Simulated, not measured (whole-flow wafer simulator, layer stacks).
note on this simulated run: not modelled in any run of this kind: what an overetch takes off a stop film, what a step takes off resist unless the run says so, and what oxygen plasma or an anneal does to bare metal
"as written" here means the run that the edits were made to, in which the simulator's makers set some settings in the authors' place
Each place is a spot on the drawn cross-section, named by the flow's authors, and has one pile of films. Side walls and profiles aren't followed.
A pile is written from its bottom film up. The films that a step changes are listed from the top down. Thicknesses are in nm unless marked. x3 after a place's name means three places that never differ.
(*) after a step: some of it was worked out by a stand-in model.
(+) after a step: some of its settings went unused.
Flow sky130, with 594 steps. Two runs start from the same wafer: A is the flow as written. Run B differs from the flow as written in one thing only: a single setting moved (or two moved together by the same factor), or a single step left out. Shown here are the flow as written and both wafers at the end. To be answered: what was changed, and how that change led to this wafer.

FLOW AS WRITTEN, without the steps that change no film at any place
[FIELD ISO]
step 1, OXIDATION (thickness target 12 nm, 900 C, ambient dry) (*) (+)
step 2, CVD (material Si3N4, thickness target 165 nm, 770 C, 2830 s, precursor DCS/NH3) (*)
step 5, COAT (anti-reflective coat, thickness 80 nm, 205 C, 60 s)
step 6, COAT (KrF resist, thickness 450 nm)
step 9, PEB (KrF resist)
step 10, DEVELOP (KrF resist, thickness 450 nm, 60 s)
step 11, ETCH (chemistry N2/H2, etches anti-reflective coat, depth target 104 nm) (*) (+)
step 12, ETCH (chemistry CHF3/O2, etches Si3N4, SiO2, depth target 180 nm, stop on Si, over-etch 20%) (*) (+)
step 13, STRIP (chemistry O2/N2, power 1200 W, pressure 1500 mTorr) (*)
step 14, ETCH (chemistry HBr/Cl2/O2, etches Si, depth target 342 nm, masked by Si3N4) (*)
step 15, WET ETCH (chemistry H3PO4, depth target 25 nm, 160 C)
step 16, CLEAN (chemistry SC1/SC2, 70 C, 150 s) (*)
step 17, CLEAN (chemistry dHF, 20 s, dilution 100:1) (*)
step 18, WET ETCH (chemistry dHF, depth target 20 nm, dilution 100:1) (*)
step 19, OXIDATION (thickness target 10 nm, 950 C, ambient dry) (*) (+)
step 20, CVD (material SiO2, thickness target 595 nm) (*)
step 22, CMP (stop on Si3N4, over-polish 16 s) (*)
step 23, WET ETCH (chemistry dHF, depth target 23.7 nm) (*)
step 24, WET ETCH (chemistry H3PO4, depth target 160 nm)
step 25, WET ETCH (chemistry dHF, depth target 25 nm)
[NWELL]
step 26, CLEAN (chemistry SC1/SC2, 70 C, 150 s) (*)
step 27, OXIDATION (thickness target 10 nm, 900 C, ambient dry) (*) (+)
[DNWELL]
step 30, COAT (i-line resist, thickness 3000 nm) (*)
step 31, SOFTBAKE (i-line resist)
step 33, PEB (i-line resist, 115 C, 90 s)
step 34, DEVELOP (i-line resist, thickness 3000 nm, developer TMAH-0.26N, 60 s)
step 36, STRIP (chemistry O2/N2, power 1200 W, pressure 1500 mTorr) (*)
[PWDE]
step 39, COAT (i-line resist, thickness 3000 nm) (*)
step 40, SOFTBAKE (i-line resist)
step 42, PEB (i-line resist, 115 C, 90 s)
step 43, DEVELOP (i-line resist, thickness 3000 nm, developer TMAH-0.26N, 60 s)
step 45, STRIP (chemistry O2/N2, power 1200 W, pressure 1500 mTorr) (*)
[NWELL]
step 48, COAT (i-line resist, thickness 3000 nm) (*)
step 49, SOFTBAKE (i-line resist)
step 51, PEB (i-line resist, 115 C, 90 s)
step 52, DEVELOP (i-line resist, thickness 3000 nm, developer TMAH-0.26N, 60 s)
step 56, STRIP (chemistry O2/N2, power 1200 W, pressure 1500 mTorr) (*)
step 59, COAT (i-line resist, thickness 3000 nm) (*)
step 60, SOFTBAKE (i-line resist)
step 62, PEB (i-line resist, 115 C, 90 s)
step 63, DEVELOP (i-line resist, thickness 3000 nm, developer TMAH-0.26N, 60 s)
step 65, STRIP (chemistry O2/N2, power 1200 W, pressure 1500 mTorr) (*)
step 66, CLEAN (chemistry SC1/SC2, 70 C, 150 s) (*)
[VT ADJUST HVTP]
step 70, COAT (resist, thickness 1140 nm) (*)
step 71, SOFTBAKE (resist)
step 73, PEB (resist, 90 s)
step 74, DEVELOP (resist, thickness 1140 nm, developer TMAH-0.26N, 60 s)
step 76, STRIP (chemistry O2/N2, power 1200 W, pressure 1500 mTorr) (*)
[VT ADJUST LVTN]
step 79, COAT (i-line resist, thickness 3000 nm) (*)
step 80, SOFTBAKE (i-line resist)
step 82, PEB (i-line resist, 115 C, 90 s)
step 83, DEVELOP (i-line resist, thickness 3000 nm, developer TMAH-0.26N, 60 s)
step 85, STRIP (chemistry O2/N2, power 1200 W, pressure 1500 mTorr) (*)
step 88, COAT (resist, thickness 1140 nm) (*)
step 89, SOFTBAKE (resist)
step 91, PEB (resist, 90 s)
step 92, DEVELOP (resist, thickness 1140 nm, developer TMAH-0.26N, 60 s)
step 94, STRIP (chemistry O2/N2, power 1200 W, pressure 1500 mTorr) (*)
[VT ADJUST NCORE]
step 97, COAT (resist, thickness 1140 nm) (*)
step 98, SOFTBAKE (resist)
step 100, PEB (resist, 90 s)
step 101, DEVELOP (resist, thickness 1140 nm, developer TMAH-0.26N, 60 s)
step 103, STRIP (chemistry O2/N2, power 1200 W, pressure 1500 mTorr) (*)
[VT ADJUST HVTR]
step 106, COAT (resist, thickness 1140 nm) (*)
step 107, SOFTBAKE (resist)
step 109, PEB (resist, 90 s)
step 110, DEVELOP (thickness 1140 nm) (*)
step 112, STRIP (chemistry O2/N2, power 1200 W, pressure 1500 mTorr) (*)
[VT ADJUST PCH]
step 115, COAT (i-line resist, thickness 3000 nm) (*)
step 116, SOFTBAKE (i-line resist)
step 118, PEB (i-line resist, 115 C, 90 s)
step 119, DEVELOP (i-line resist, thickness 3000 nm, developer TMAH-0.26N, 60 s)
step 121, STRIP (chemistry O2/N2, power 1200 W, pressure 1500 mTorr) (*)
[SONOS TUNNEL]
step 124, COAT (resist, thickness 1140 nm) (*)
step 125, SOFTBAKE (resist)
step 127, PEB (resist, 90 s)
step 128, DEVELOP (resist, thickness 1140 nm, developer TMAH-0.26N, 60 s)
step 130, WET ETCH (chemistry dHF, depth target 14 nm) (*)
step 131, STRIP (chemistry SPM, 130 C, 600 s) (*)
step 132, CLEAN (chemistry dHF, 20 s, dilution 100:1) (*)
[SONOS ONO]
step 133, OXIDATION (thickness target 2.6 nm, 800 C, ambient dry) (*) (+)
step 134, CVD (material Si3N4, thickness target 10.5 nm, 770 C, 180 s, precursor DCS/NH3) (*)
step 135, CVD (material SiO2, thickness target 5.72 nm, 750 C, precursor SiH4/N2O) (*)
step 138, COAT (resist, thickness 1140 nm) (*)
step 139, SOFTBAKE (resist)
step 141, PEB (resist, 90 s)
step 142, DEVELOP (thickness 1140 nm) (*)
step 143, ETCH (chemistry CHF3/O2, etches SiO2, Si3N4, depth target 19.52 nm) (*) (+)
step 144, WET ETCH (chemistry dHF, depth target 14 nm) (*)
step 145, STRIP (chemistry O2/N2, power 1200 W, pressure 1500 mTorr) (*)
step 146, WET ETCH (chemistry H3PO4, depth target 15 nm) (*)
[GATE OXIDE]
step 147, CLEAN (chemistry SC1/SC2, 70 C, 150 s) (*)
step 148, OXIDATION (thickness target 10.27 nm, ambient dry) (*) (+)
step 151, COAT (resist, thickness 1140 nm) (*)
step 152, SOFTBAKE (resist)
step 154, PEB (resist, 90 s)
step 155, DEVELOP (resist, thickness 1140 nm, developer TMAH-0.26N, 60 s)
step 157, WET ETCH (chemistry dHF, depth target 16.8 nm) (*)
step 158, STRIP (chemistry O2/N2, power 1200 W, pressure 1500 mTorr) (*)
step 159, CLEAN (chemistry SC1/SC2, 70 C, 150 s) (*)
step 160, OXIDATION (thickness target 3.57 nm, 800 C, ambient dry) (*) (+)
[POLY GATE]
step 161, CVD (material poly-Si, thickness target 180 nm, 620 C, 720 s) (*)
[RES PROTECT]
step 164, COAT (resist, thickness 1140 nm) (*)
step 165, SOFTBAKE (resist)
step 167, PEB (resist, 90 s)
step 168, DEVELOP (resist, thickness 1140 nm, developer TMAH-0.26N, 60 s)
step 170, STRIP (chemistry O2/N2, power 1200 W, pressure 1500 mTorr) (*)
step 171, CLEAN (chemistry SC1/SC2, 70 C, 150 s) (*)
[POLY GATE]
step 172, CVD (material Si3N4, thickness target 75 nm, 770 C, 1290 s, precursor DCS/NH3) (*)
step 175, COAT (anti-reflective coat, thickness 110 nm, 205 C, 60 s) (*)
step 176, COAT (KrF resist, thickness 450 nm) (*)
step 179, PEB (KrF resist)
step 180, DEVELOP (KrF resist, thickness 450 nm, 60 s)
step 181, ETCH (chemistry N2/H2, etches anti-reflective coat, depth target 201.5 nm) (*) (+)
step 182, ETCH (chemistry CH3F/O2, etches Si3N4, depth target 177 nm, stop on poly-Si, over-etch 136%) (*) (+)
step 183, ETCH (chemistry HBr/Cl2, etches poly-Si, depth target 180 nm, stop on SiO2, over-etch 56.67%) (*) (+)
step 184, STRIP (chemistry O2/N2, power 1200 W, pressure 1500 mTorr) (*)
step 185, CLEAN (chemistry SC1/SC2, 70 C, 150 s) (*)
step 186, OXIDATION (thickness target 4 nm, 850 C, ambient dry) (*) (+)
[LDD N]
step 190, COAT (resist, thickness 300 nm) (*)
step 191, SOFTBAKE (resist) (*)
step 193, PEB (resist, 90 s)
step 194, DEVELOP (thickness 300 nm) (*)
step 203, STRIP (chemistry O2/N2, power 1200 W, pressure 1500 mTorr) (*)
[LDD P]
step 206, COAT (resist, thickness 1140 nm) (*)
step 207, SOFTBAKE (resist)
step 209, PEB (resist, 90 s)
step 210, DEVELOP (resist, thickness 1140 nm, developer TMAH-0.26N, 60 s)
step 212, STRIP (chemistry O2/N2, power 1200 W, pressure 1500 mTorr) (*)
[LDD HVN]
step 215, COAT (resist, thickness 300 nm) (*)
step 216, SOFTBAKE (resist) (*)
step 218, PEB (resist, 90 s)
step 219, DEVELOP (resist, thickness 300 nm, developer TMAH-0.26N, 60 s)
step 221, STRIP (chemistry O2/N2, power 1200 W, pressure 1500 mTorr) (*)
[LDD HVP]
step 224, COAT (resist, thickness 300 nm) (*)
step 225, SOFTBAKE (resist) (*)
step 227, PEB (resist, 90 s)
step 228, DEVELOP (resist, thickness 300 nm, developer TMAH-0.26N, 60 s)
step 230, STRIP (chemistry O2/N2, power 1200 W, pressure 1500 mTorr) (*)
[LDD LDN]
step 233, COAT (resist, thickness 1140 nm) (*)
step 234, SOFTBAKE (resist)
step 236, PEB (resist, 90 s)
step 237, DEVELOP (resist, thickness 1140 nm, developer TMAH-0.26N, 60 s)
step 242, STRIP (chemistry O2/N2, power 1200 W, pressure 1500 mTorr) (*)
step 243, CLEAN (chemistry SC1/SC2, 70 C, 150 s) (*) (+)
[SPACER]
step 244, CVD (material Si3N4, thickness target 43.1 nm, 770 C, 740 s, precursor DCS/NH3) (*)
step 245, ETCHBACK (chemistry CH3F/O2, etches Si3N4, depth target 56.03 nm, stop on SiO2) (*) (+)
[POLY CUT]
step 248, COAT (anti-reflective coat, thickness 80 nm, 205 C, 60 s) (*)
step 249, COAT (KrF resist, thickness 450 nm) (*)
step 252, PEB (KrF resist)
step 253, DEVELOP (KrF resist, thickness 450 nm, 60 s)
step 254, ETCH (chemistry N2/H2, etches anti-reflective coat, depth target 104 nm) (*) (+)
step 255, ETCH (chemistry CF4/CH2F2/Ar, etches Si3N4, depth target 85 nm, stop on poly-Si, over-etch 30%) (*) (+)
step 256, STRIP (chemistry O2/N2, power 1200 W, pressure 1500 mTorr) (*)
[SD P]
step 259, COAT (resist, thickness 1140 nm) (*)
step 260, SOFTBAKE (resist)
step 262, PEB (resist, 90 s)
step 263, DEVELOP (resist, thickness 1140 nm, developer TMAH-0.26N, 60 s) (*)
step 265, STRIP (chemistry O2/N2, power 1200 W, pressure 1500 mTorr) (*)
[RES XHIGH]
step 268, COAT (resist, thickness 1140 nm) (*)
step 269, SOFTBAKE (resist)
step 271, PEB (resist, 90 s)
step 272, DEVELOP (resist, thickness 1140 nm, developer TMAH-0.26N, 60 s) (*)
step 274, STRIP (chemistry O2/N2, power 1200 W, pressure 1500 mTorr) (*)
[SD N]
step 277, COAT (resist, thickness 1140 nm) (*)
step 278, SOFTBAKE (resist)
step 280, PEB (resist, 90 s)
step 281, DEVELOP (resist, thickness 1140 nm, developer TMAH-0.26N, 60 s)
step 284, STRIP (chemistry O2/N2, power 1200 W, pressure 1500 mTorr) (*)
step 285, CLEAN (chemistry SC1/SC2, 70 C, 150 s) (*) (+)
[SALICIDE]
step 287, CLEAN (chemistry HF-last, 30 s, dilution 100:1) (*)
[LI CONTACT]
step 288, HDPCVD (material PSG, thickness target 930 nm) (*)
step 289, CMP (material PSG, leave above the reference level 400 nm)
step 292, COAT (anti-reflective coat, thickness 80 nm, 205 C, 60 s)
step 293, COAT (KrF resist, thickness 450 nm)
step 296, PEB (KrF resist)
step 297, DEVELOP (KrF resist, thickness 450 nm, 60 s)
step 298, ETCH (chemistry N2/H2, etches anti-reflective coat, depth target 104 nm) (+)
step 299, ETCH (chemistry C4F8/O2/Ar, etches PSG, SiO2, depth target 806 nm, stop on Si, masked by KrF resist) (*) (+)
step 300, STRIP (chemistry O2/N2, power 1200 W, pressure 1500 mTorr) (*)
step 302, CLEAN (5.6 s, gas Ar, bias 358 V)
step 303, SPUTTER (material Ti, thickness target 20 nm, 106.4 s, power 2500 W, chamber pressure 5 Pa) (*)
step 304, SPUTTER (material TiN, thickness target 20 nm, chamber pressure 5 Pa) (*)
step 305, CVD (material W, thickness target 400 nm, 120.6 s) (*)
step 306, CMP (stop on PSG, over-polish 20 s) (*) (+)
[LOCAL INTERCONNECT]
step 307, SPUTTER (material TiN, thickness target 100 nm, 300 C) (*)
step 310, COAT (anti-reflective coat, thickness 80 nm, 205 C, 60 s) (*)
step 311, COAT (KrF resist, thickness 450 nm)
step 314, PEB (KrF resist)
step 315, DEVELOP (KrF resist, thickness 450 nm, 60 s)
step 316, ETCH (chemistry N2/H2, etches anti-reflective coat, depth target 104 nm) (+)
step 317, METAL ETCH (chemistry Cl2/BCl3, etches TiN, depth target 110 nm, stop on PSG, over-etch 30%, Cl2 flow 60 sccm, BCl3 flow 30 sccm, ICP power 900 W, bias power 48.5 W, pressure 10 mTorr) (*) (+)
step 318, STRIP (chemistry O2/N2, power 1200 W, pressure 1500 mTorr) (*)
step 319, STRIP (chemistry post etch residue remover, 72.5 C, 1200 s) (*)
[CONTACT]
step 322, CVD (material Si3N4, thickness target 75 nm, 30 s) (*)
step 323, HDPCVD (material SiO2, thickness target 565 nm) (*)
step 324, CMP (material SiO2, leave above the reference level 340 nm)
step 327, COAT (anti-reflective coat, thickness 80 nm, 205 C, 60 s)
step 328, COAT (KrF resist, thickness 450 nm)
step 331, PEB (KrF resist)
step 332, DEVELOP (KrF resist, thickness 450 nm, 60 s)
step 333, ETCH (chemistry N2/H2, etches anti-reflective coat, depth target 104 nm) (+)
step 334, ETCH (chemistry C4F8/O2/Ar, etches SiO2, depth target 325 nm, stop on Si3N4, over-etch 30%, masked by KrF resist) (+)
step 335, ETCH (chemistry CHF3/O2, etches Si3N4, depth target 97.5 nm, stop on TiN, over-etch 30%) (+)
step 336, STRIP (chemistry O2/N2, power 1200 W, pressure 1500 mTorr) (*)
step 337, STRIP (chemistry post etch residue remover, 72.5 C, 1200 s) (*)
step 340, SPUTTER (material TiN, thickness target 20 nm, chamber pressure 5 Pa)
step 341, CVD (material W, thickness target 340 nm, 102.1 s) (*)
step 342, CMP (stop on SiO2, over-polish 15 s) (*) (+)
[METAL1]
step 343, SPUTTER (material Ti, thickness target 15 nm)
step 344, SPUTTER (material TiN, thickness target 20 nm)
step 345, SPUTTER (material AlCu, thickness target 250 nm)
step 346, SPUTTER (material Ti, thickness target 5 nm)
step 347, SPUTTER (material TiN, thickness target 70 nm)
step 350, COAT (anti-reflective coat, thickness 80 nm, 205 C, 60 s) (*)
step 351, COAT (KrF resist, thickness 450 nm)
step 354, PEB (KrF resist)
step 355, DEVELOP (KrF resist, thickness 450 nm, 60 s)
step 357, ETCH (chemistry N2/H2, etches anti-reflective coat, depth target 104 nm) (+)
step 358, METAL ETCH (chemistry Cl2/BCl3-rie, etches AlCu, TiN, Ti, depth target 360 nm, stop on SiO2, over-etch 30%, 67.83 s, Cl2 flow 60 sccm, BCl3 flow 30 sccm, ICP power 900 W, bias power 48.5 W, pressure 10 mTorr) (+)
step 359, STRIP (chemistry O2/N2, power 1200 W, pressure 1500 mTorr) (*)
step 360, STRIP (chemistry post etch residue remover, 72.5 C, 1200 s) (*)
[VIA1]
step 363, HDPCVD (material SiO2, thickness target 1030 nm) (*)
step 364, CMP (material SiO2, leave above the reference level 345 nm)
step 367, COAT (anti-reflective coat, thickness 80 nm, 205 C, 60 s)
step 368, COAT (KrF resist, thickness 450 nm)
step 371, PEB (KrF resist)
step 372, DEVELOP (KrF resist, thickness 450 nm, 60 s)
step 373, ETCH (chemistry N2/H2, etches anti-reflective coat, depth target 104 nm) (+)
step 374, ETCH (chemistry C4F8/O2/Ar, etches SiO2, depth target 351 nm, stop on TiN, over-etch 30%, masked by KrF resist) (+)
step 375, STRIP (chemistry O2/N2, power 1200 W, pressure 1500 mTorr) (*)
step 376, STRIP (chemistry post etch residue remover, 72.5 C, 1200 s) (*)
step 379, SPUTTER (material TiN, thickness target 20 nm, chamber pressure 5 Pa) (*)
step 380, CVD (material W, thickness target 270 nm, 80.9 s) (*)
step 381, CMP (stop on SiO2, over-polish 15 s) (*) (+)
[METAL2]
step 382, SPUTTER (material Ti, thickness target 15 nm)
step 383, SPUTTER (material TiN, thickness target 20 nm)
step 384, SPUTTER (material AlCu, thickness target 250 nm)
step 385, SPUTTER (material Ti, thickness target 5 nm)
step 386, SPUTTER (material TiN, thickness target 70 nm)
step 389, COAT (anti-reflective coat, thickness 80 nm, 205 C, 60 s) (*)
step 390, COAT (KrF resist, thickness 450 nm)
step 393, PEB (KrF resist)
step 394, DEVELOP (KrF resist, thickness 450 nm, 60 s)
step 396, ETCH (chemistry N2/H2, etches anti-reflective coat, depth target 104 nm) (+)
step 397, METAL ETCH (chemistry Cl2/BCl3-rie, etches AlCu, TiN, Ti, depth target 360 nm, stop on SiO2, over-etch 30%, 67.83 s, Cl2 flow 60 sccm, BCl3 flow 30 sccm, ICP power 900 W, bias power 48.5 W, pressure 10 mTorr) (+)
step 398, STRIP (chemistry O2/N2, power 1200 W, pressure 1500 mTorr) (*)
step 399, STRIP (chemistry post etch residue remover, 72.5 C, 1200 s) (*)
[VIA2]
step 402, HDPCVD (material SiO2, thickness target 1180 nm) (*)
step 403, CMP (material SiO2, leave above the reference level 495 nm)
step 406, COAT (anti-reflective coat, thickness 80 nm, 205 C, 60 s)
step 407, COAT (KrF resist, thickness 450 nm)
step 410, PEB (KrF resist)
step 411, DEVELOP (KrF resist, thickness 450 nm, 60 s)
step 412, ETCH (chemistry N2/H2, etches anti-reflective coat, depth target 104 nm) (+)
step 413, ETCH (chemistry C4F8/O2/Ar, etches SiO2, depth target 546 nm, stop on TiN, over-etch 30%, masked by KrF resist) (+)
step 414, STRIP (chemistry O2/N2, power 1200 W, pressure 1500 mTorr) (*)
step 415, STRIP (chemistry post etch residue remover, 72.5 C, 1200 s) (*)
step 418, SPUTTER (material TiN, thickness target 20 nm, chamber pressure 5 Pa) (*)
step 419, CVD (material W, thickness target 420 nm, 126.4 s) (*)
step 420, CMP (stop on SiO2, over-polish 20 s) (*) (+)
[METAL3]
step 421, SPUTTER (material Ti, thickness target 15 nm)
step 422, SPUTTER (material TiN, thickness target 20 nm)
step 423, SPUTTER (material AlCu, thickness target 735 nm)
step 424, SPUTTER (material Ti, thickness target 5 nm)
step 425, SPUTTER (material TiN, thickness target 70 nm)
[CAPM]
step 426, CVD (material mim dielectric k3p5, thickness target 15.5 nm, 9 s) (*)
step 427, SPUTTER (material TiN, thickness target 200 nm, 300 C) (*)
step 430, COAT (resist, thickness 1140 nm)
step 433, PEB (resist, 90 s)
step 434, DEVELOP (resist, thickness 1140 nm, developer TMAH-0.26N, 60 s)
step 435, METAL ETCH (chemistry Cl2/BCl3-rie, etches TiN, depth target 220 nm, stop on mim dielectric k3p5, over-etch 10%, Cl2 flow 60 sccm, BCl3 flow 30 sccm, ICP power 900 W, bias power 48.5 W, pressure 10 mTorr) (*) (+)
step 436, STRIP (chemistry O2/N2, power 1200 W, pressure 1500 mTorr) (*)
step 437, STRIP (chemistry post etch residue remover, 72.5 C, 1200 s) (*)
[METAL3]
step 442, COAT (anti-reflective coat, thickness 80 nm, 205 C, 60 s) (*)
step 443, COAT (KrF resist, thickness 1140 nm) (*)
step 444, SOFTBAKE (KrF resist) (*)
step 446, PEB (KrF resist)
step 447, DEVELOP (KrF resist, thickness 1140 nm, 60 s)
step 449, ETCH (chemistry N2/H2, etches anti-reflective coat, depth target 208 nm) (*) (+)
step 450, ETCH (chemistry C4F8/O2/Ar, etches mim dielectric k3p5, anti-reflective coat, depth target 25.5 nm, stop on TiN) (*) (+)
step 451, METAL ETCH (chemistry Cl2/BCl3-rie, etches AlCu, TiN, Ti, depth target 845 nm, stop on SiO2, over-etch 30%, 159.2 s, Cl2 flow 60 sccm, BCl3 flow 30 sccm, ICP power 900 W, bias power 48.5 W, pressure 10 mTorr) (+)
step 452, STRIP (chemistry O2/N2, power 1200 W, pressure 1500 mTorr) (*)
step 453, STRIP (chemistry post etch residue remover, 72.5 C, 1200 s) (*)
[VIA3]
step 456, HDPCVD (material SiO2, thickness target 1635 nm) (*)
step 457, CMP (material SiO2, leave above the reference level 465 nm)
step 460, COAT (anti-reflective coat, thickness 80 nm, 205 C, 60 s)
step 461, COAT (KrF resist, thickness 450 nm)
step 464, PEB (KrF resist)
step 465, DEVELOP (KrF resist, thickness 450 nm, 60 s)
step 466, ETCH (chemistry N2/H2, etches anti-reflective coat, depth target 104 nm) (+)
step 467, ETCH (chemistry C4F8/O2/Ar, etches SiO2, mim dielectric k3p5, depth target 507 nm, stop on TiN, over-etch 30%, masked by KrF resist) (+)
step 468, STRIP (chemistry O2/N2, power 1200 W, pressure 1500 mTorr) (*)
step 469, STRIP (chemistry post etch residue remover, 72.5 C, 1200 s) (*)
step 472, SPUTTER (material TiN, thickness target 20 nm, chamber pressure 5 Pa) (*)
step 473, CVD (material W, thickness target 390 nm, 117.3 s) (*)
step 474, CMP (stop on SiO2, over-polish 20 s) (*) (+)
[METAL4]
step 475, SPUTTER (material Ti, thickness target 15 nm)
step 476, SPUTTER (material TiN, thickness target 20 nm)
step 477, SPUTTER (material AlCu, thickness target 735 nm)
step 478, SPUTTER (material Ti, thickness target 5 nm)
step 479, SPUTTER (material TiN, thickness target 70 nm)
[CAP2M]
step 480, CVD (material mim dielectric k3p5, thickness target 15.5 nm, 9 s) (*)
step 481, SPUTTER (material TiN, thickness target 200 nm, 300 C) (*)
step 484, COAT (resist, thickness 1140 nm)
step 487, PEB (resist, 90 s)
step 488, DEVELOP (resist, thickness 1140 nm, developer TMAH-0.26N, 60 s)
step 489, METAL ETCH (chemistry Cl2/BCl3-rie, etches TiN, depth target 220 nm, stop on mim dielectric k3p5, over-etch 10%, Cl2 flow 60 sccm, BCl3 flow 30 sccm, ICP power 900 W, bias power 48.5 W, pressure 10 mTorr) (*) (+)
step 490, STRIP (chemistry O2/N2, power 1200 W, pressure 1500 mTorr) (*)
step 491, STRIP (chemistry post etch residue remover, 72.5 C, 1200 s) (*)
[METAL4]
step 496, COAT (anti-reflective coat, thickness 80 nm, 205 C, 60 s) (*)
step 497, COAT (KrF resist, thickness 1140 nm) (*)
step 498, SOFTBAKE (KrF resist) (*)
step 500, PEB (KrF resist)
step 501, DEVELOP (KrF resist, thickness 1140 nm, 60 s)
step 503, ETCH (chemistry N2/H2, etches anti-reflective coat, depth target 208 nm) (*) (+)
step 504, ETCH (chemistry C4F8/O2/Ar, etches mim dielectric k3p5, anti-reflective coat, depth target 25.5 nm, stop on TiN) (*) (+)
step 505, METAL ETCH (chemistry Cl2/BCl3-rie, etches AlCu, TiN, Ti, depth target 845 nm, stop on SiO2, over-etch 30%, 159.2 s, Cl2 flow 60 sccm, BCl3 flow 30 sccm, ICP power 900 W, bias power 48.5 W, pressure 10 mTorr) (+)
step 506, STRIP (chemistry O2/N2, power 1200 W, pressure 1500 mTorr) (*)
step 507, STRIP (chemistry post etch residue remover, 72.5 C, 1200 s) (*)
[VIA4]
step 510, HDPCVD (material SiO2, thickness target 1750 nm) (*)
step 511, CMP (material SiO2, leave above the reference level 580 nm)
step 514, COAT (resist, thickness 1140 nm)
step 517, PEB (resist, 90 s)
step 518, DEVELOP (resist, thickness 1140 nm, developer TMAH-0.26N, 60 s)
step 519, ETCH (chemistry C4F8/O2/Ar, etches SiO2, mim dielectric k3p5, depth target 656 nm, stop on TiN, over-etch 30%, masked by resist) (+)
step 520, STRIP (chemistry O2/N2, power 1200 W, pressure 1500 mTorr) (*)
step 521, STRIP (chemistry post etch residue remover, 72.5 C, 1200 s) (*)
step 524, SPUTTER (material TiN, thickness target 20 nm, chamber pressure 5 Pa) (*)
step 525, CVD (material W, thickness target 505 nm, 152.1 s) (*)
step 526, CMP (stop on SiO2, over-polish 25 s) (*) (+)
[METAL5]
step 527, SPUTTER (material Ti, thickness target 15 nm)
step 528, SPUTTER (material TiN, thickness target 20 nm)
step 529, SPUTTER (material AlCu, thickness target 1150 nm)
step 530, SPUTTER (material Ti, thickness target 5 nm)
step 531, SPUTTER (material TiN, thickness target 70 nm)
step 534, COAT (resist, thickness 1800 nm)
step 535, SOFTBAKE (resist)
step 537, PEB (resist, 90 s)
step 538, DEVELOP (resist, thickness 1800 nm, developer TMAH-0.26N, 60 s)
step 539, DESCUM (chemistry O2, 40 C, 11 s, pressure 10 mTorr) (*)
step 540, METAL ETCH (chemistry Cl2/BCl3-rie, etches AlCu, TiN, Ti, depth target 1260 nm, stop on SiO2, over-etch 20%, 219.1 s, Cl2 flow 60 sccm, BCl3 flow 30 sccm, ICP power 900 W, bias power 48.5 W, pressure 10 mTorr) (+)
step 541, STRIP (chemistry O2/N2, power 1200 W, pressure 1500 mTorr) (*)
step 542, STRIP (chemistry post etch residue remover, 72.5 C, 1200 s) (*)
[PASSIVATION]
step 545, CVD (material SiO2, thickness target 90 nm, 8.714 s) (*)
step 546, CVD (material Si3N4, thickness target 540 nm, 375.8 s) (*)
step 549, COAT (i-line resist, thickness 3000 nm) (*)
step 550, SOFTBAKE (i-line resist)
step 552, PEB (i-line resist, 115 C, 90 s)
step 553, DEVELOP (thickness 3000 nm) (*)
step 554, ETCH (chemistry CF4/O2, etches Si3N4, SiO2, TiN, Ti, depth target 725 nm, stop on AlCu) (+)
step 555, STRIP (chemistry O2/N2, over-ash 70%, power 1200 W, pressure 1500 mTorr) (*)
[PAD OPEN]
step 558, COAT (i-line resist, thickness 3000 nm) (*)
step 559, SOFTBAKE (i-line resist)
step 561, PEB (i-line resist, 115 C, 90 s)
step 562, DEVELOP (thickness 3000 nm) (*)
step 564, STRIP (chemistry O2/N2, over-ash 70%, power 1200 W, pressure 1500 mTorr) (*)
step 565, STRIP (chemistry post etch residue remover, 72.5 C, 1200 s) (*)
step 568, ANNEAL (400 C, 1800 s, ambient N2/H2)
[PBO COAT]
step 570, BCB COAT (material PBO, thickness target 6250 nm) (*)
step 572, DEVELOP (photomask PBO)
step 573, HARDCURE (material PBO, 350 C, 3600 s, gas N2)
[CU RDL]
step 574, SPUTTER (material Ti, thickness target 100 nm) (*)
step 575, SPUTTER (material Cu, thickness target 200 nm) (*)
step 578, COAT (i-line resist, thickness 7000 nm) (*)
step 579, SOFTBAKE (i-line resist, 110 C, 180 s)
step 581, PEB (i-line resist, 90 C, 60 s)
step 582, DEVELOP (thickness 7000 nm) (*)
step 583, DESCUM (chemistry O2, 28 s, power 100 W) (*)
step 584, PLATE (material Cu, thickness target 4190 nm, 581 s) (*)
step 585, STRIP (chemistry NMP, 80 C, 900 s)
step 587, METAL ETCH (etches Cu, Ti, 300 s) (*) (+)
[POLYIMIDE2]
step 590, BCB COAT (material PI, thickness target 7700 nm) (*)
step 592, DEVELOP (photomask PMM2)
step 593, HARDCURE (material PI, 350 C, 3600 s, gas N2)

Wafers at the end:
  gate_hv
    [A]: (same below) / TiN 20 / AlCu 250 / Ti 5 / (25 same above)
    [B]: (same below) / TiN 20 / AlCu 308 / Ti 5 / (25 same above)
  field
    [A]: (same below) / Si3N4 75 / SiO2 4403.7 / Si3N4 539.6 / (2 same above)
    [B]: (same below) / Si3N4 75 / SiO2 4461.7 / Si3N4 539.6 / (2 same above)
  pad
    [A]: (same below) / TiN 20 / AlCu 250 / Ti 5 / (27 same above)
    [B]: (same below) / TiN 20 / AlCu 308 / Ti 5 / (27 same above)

The reason: step 345, SPUTTER: thickness target 308 nm was run, while the flow as written has thickness target 250 nm.
The wafer lets one read it off: gate_hv has AlCu 308, and step 345 as written asks for 250 nm.

The path from the change to this, step by step:
  step 345, SPUTTER (material AlCu, thickness target 250 nm)
      field, active, n_well and 188 more: A +250 AlCu (new film) | B +308 AlCu (new film)
  step 358, METAL ETCH (chemistry Cl2/BCl3-rie, etches AlCu, TiN, Ti, depth target 360 nm, stop on SiO2, over-etch 30%, 67.83 s, Cl2 flow 60 sccm, BCl3 flow 30 sccm, ICP power 900 W, bias power 48.5 W, pressure 10 mTorr) (+)
      field, active, gate and 81 more: A -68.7 TiN (all of it), -5 Ti (all of it), -250 AlCu (all of it), -20 TiN (all of it), -15 Ti (all of it), -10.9 SiO2 | B -68.7 TiN (all of it), -5 Ti (all of it), -308 AlCu (all of it), -20 TiN (all of it), -15 Ti (all of it), -5.13 SiO2
  step 364, CMP (material SiO2, leave above the reference level 345 nm)
      field, active, gate and 81 more: A -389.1 SiO2 | B -336.9 SiO2
